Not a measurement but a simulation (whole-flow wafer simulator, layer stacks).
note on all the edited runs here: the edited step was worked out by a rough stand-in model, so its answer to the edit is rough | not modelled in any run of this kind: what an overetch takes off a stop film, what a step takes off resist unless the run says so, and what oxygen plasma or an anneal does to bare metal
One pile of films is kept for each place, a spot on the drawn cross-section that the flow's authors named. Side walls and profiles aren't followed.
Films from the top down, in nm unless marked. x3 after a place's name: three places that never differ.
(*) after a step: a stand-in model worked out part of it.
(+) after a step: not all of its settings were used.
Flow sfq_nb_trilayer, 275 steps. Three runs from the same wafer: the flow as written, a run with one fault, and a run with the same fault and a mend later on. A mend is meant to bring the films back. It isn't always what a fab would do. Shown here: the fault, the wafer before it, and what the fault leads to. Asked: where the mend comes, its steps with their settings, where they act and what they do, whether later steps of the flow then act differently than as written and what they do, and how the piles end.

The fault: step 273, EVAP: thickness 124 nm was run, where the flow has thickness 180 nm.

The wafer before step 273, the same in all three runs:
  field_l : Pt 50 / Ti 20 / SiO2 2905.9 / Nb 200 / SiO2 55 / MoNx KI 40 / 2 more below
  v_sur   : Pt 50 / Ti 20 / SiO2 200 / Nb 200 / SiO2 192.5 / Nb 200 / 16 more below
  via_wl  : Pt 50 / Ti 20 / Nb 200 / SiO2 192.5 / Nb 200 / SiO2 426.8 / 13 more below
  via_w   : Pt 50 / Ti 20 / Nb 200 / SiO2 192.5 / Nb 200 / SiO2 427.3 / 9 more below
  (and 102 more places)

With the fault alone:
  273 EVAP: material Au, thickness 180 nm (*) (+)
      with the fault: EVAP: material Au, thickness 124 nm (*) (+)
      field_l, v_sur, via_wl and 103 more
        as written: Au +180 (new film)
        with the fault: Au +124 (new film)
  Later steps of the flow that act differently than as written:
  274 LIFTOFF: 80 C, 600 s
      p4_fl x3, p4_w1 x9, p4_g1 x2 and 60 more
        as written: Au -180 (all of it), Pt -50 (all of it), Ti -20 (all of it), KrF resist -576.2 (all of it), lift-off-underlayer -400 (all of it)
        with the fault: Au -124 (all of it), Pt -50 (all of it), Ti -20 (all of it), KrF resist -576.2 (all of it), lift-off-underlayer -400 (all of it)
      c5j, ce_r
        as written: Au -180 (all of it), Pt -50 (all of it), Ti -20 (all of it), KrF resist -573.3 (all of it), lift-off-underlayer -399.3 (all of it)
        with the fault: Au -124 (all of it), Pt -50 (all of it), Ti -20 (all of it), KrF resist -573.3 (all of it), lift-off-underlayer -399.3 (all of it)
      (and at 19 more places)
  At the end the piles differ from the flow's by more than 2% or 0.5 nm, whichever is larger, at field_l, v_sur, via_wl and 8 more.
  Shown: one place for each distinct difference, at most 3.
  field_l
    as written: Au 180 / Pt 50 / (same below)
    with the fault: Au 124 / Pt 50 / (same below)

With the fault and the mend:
  The mend comes after step 273.
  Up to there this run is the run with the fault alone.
  273a EVAP: material Au, thickness 56 nm (*) (+) (the flow's step 273 once more, with other settings)
      field_l, v_sur, via_wl and 103 more
        Au +56
  No later step of the flow acts differently than as written at any place that is followed.
  At the end the piles are the same as the flow's at every place that both follow.
